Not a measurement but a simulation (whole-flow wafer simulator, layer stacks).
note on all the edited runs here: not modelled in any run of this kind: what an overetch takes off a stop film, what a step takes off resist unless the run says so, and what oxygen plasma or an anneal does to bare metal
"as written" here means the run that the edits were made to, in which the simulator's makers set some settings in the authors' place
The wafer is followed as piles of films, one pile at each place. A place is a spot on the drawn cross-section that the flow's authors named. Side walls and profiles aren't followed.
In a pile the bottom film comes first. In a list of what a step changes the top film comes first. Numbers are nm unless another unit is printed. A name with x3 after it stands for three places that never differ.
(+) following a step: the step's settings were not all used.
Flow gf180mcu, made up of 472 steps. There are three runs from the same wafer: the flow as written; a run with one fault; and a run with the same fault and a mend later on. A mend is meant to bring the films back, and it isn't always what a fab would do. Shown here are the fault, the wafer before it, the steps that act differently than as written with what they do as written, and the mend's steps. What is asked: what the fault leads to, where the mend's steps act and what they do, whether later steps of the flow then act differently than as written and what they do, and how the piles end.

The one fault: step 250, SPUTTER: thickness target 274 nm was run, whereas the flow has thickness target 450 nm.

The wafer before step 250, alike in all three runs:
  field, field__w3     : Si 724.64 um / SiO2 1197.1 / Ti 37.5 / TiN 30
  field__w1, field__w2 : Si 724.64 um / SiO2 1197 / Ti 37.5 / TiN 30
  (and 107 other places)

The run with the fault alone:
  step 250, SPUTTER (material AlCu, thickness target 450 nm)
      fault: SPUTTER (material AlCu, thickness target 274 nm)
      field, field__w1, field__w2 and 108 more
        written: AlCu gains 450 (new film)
        fault: AlCu gains 274 (new film)
  Steps further on in the flow that do not act as written (1 other step is not shown; it differs only slightly, by no more than 2% or 0.5 nm, whichever is larger):
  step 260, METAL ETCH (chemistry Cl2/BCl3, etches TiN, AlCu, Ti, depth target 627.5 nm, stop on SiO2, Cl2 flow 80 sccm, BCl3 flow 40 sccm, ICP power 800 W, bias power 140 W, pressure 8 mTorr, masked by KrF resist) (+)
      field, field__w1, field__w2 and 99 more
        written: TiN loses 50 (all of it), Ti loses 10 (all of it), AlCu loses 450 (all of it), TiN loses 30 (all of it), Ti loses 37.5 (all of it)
        fault: TiN loses 50 (all of it), Ti loses 10 (all of it), AlCu loses 274 (all of it), TiN loses 30 (all of it), Ti loses 37.5 (all of it)
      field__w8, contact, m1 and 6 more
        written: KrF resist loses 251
        fault: KrF resist loses 240.9
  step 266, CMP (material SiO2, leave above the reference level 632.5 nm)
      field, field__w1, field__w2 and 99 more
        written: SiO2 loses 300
        fault: SiO2 loses 476
  At field, field__w1, field__w2 and 109 more, the piles at the end differ from the flow's by more than 2% or 0.5 nm, whichever is larger.
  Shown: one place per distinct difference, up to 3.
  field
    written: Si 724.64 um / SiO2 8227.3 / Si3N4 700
    fault: Si 724.64 um / SiO2 8051.3 / Si3N4 700
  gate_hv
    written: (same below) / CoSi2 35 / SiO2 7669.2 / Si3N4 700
    fault: (same below) / CoSi2 35 / SiO2 7493.2 / Si3N4 700
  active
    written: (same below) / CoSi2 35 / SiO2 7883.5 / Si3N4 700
    fault: (same below) / CoSi2 35 / SiO2 7707.5 / Si3N4 700

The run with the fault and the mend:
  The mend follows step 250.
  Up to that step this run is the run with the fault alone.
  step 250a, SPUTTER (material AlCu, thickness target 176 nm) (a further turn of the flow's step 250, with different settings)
      field, field__w1, field__w2 and 108 more
        AlCu gains 176
  None of the later steps of the flow acts differently than as written at any place that is followed.
  The piles end the same as the flow's at every place that both follow.
